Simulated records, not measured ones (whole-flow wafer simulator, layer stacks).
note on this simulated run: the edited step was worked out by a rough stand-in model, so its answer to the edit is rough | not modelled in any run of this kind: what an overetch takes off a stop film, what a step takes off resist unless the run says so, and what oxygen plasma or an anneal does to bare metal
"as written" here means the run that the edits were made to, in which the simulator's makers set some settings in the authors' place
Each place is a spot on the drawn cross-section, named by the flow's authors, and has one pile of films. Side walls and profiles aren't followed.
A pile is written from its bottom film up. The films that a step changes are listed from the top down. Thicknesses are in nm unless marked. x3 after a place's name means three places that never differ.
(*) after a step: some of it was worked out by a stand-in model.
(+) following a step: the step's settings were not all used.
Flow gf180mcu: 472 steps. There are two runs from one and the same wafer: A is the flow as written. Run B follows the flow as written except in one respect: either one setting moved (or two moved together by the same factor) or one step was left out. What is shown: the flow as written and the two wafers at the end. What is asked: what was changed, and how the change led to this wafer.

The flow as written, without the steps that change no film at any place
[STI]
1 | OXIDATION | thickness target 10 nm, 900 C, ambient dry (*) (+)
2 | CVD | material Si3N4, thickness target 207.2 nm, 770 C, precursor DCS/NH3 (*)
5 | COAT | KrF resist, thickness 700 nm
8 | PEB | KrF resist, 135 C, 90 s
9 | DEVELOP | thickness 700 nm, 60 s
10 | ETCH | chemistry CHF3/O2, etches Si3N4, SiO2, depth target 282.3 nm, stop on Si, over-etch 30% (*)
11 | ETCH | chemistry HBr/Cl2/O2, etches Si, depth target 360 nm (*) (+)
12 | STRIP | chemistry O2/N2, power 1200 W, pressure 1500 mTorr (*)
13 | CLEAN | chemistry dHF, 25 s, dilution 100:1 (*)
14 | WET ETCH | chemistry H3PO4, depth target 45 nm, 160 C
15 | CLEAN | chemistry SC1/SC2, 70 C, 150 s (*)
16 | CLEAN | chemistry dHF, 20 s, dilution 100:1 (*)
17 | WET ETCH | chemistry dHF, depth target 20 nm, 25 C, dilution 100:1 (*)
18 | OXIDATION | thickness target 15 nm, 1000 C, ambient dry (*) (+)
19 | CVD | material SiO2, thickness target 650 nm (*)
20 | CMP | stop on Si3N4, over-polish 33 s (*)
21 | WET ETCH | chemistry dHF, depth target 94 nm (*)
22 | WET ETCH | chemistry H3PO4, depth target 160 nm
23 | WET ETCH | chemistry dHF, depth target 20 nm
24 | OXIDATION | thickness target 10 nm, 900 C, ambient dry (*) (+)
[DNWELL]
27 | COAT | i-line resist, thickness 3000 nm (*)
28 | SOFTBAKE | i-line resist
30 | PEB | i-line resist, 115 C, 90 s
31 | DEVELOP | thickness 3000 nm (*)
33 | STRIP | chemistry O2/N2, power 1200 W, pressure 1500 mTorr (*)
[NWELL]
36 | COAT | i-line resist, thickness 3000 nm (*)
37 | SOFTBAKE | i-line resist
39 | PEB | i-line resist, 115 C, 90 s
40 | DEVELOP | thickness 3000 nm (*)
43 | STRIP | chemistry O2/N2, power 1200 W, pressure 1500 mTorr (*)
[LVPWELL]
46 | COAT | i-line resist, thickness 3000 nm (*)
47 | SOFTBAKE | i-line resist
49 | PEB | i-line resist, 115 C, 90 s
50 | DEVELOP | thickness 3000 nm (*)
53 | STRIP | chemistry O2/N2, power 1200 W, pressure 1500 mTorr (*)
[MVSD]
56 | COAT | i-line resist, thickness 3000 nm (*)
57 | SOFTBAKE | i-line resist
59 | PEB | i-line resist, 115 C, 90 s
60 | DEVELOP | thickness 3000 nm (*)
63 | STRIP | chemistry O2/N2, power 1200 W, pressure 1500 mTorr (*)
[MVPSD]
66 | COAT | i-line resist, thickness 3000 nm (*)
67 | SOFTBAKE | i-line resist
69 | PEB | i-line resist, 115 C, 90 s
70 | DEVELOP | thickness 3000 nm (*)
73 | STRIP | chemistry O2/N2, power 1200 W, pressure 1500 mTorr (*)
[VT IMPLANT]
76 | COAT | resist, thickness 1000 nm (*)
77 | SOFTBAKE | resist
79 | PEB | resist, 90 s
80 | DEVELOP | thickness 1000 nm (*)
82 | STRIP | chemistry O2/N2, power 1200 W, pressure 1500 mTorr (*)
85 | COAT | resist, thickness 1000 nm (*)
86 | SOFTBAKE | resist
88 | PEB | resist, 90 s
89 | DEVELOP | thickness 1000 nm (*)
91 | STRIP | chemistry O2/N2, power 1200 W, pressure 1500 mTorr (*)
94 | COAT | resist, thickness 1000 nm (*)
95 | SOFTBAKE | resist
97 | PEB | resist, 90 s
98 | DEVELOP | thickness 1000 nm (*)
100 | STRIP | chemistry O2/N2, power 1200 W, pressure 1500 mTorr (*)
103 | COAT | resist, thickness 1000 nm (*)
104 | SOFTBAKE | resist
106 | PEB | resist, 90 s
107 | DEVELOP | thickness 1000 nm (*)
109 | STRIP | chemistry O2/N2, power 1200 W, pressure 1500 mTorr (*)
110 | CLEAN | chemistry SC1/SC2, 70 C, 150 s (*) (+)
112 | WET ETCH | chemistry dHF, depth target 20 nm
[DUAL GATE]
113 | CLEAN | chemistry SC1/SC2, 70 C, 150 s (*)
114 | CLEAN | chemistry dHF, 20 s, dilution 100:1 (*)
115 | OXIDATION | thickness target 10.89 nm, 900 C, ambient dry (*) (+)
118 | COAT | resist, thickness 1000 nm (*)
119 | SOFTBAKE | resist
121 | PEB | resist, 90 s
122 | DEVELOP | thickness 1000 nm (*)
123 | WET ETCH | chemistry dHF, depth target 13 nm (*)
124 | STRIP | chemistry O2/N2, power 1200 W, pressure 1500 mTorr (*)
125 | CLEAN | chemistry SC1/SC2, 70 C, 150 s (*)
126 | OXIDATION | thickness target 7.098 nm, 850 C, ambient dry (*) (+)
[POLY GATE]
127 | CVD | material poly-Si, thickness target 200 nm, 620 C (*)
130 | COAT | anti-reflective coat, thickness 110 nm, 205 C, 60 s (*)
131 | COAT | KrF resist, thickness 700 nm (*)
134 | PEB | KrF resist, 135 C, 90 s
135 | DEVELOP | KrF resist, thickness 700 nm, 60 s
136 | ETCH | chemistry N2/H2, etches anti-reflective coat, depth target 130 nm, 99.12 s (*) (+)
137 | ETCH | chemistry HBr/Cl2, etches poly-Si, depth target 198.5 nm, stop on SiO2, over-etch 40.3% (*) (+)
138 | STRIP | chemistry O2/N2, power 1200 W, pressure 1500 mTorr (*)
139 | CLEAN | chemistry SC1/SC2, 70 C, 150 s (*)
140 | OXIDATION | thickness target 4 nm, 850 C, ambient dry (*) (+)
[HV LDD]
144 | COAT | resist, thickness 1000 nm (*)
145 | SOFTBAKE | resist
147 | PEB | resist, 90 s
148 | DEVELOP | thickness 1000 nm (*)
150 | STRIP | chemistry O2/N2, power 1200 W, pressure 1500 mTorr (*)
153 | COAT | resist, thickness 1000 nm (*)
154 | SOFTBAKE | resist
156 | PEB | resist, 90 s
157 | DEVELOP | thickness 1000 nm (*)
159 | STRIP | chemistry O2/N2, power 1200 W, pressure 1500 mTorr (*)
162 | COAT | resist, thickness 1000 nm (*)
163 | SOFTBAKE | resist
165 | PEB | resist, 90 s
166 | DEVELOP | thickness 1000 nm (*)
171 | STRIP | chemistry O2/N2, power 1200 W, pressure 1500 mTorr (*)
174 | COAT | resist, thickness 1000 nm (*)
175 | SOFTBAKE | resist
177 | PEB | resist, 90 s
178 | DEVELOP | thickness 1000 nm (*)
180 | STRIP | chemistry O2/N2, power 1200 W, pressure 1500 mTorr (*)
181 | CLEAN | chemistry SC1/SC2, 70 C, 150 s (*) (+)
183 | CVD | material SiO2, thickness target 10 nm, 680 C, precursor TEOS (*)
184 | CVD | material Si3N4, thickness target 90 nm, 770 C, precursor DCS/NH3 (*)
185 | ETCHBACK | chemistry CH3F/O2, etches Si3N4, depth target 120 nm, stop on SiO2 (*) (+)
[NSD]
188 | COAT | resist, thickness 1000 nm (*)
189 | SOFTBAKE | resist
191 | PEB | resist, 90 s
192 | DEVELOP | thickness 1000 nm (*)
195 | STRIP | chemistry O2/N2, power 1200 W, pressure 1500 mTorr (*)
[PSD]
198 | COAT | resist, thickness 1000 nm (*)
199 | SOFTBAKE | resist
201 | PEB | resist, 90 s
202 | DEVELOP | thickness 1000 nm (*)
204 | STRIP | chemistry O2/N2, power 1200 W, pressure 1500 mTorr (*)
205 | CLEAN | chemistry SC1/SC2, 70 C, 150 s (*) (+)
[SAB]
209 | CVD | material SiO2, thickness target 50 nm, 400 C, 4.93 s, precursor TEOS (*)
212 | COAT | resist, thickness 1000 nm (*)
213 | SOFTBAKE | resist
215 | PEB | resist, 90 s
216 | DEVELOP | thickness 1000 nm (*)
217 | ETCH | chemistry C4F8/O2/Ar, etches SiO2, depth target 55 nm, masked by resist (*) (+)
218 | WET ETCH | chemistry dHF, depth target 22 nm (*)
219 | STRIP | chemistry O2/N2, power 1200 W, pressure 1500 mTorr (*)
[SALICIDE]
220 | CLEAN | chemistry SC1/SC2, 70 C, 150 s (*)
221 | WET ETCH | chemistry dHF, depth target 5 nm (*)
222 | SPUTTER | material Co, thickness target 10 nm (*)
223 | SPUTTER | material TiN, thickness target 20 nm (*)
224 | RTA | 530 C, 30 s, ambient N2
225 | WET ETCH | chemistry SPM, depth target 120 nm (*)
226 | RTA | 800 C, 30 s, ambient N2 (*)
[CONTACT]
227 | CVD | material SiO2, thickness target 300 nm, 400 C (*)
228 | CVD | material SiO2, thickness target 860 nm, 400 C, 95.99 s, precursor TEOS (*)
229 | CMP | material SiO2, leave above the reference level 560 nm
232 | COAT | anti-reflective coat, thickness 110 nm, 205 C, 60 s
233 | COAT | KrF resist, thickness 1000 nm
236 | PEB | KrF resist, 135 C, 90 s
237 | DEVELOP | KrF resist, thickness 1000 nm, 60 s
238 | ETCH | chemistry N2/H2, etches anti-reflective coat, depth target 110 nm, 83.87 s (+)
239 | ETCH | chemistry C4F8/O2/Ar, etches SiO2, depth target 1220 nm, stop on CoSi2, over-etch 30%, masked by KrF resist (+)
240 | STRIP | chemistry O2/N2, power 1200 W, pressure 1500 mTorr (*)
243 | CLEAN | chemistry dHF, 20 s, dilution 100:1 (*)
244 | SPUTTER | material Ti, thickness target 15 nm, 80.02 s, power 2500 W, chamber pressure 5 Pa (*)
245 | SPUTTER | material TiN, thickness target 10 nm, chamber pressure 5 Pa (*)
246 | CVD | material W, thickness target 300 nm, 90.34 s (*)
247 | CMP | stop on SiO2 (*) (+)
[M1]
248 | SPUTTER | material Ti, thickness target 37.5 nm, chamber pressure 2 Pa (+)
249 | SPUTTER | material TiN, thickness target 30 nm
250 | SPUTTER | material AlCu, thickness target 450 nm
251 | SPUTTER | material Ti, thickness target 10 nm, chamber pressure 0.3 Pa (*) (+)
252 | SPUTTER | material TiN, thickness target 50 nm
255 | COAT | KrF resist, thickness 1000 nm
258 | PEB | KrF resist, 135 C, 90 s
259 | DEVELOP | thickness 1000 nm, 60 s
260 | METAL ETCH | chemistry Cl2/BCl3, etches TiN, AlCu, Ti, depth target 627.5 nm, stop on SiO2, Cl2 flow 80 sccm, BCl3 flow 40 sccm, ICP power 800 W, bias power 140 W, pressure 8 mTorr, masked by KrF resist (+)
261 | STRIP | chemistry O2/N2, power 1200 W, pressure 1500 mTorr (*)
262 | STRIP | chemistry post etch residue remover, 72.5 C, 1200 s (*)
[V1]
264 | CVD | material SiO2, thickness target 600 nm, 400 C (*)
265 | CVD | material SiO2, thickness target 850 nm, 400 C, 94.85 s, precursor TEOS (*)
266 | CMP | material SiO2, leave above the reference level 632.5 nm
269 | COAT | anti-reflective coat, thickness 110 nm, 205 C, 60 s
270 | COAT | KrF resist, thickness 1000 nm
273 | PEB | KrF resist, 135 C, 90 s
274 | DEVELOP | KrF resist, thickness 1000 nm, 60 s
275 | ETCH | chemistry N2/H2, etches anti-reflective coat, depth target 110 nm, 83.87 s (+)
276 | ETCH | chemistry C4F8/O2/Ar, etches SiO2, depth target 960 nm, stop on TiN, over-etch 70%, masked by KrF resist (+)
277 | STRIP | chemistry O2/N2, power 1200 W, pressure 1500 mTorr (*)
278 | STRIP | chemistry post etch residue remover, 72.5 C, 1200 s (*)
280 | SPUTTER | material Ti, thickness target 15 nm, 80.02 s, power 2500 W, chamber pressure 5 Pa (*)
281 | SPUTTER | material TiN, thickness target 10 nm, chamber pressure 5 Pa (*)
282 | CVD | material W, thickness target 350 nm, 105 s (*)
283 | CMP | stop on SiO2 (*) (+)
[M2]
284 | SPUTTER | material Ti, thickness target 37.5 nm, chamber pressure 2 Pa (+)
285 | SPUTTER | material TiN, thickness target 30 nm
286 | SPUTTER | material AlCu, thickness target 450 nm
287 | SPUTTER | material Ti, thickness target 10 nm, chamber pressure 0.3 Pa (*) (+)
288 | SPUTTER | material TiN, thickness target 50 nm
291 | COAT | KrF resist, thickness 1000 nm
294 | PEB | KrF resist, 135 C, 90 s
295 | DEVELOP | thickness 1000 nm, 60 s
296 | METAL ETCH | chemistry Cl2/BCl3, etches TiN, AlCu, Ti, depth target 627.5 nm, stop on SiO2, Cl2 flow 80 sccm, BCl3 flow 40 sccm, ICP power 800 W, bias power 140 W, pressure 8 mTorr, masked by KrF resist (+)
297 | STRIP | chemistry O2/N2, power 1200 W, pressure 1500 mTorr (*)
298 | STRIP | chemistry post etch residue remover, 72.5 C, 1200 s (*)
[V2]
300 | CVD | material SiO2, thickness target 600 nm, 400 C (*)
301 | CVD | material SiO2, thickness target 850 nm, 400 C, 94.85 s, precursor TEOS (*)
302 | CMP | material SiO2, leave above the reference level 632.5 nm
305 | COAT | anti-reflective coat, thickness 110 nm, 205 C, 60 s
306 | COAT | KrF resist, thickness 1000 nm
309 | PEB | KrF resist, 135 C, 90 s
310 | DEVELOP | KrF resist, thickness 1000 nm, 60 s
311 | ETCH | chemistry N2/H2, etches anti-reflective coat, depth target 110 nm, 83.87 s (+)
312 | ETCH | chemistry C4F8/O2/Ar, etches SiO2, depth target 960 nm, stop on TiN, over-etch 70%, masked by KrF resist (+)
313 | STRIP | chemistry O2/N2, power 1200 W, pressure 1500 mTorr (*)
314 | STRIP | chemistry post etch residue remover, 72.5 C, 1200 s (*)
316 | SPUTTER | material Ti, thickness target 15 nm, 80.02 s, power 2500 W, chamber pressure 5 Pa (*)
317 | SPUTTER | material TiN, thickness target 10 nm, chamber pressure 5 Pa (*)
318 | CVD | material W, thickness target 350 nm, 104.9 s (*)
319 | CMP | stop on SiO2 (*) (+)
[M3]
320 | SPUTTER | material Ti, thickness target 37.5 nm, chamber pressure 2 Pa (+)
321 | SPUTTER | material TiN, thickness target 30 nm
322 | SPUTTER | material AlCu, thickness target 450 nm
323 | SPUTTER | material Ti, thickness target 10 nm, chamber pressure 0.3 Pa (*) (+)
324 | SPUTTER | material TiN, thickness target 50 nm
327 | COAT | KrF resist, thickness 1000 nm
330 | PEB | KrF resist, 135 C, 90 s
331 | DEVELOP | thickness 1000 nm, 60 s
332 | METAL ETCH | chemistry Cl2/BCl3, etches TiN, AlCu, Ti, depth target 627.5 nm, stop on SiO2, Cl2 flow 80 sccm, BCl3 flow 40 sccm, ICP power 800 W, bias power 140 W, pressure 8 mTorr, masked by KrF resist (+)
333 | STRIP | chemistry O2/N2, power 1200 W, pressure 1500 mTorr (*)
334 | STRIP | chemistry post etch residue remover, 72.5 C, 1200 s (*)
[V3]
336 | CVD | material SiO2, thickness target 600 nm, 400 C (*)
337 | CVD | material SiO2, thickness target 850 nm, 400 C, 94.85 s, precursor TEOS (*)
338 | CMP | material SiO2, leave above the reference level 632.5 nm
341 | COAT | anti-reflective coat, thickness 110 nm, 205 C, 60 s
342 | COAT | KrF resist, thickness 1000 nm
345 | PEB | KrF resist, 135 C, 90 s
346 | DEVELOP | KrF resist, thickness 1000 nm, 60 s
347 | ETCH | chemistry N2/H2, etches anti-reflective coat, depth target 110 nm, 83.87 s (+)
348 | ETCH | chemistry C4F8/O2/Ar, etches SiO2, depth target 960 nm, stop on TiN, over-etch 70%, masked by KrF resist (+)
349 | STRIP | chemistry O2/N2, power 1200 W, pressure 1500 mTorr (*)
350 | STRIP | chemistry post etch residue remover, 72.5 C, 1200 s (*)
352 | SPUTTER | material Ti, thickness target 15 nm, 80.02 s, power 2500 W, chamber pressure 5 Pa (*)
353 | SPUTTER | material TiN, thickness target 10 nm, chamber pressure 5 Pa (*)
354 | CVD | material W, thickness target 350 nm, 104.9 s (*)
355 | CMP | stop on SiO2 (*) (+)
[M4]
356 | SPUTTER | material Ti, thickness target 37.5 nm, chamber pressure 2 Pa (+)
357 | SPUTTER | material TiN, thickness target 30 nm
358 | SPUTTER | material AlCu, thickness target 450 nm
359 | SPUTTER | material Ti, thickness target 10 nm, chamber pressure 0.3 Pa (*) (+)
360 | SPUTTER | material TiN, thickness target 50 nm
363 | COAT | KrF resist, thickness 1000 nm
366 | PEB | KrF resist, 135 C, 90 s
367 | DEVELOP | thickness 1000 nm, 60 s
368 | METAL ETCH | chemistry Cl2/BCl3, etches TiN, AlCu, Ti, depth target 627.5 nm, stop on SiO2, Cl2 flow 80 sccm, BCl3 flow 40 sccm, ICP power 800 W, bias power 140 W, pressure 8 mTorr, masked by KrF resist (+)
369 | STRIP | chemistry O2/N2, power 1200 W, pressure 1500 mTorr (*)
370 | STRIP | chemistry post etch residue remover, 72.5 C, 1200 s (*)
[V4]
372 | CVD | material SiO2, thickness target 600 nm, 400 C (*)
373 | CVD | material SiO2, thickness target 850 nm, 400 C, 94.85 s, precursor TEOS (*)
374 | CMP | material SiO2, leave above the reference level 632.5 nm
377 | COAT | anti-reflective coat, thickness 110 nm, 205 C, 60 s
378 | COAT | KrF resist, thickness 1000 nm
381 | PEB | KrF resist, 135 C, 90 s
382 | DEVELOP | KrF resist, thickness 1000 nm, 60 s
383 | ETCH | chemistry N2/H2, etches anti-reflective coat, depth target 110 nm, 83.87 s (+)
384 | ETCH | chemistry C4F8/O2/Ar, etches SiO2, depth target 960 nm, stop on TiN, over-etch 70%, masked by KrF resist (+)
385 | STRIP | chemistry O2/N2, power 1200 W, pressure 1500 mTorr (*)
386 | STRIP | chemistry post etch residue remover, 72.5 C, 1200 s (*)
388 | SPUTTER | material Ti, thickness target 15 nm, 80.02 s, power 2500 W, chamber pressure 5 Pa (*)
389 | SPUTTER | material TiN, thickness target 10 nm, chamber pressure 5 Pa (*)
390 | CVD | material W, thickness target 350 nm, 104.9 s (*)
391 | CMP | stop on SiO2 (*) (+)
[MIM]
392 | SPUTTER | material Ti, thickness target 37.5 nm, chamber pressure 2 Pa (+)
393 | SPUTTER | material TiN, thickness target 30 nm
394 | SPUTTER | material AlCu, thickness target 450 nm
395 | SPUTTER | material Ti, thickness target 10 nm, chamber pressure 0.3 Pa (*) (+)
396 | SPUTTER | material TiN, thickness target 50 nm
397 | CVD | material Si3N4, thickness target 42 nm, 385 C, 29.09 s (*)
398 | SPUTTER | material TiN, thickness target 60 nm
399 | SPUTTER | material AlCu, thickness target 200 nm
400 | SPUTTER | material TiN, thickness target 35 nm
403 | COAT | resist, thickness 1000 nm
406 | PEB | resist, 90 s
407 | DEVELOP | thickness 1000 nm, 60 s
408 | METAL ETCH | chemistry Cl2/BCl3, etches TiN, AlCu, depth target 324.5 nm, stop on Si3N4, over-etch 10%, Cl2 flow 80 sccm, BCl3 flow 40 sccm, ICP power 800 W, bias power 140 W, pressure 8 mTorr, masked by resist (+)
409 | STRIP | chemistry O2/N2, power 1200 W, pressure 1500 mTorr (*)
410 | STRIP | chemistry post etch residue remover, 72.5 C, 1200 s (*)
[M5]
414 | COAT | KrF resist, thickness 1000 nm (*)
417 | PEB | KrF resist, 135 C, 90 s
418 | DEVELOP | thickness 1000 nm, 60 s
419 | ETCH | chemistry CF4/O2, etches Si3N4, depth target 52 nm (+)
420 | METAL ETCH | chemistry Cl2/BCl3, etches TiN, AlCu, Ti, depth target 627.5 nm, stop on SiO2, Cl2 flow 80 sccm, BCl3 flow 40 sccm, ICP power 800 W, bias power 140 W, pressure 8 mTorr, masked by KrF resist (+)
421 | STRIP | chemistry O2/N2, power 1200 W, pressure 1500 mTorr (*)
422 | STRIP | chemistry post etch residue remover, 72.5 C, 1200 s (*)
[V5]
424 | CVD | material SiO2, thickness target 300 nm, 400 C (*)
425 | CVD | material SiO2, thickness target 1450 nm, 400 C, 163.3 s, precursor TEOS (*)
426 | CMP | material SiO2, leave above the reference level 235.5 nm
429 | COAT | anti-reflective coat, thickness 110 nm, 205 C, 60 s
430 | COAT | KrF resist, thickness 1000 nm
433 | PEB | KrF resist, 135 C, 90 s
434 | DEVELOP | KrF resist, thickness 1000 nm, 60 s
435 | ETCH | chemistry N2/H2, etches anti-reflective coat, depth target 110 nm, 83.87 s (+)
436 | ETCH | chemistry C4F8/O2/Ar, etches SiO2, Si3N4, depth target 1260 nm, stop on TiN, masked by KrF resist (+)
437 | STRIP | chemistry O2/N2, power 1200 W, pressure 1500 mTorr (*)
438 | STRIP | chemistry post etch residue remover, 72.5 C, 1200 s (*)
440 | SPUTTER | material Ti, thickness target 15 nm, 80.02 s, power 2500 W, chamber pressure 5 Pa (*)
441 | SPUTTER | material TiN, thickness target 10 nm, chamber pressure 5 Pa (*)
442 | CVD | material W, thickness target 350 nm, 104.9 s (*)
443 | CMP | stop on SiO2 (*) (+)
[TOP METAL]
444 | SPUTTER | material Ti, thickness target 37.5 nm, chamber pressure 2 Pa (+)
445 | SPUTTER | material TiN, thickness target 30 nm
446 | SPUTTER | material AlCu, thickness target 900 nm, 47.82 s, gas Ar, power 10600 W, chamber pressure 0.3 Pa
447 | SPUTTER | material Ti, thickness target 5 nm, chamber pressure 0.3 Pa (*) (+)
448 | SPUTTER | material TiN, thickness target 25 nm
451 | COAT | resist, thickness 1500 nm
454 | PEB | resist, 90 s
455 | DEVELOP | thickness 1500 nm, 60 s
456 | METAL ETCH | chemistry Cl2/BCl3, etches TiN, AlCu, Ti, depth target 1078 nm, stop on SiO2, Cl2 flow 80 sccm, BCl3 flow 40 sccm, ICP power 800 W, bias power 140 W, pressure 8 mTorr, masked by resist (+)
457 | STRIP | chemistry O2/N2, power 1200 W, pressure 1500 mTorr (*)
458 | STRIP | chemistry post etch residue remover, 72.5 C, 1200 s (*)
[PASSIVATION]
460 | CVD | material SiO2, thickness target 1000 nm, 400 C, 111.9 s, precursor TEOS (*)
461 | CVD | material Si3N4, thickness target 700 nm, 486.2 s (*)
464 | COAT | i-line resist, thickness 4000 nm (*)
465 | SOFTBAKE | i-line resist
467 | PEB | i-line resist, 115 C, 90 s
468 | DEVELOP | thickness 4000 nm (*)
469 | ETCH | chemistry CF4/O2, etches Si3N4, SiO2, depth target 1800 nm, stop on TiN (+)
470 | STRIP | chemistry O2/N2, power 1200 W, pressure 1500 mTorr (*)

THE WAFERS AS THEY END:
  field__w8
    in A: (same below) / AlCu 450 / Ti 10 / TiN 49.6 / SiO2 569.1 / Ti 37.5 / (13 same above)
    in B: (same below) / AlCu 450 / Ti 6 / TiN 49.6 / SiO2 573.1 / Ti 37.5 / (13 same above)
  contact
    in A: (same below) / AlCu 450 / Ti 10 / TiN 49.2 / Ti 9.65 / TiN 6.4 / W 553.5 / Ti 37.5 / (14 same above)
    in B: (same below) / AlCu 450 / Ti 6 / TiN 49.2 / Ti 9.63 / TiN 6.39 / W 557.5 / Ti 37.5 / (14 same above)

Cause: step 359, SPUTTER: thickness target 6 nm was run, whereas the flow has thickness target 10 nm.
One can read it off the wafer: field__w8 has Ti 6, and step 359 as written asks for 10 nm.

Step by step, how the change led to this:
  359 | SPUTTER | material Ti, thickness target 10 nm, chamber pressure 0.3 Pa (*) (+)
      field, field__w1, field__w2 and 108 more: A +10 Ti (new film) | B +6 Ti (new film)
  368 | METAL ETCH | chemistry Cl2/BCl3, etches TiN, AlCu, Ti, depth target 627.5 nm, stop on SiO2, Cl2 flow 80 sccm, BCl3 flow 40 sccm, ICP power 800 W, bias power 140 W, pressure 8 mTorr, masked by KrF resist (+)
      field, field__w1, field__w2 and 103 more: A -50 TiN (all of it), -10 Ti (all of it), -450 AlCu (all of it), -30 TiN (all of it), -37.5 Ti (all of it) | B -50 TiN (all of it), -6 Ti (all of it), -450 AlCu (all of it), -30 TiN (all of it), -37.5 Ti (all of it)
